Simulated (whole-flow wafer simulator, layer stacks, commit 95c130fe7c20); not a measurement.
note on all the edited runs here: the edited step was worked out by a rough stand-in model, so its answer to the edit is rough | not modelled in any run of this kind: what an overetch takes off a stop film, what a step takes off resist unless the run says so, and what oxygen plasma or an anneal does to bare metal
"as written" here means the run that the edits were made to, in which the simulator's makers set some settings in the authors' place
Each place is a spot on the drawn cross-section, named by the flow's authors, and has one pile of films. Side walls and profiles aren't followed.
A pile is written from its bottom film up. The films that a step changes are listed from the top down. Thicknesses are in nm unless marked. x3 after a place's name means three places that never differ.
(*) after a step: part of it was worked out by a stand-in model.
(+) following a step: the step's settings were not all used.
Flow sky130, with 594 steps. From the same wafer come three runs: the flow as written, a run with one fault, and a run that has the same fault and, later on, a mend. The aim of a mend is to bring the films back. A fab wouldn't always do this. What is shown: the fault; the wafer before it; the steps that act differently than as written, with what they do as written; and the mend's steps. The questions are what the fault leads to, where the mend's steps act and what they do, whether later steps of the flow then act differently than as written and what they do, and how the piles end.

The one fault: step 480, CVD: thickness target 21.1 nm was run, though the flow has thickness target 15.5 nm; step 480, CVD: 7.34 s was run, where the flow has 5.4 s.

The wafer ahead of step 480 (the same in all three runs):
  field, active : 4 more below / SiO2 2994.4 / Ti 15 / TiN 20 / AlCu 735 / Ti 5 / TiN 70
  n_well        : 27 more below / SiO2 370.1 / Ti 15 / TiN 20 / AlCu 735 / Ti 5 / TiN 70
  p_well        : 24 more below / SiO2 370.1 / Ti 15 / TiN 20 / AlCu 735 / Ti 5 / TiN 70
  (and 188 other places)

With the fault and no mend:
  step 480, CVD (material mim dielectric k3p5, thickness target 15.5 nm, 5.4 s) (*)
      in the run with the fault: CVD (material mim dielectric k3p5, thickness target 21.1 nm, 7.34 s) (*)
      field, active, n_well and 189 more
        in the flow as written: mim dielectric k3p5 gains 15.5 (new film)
        in the run with the fault: mim dielectric k3p5 gains 21.1 (new film)
  Later steps of the flow acting differently than as written (6 more steps, not shown, differ only slightly: by at most 2% or 0.5 nm, whichever is larger):
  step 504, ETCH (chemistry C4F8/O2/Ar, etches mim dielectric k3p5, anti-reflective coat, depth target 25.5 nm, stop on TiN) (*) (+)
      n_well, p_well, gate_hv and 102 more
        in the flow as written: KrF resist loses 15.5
        in the run with the fault: KrF resist loses 17
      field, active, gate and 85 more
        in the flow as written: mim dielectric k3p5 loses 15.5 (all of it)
        in the run with the fault: mim dielectric k3p5 loses 21.1 (all of it)
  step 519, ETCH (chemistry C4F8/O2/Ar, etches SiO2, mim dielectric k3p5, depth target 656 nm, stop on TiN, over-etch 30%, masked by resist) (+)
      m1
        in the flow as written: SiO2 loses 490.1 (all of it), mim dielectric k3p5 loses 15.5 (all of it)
        in the run with the fault: SiO2 loses 484.5 (all of it), mim dielectric k3p5 loses 21.1 (all of it)
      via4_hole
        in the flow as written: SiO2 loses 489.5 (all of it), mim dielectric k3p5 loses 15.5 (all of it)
        in the run with the fault: SiO2 loses 483.9 (all of it), mim dielectric k3p5 loses 21.1 (all of it)
  By the end, the piles at n_well, p_well, gate_hv and 100 more depart from the flow's by more than 2% or 0.5 nm, whichever is larger.
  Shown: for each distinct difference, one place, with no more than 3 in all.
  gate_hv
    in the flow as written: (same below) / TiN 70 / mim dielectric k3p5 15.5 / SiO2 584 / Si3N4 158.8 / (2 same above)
    in the run with the fault: (same below) / TiN 70 / mim dielectric k3p5 21.1 / SiO2 578.4 / Si3N4 158.8 / (2 same above)
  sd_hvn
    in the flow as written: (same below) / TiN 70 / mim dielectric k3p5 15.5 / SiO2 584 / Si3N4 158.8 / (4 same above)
    in the run with the fault: (same below) / TiN 70 / mim dielectric k3p5 21.1 / SiO2 578.4 / Si3N4 158.8 / (4 same above)
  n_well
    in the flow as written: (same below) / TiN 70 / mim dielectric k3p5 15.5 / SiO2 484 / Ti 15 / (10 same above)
    in the run with the fault: (same below) / TiN 70 / mim dielectric k3p5 21.1 / SiO2 478.4 / Ti 15 / (10 same above)

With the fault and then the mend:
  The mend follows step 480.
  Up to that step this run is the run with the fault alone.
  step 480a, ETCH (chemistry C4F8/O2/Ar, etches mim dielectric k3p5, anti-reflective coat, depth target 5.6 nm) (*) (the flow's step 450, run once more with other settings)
      field, active, n_well and 189 more
        mim dielectric k3p5 loses 5.6
  None of the later steps of the flow acts differently than as written at any place that is followed.
  By the end, the piles equal the flow's at every place that both follow.
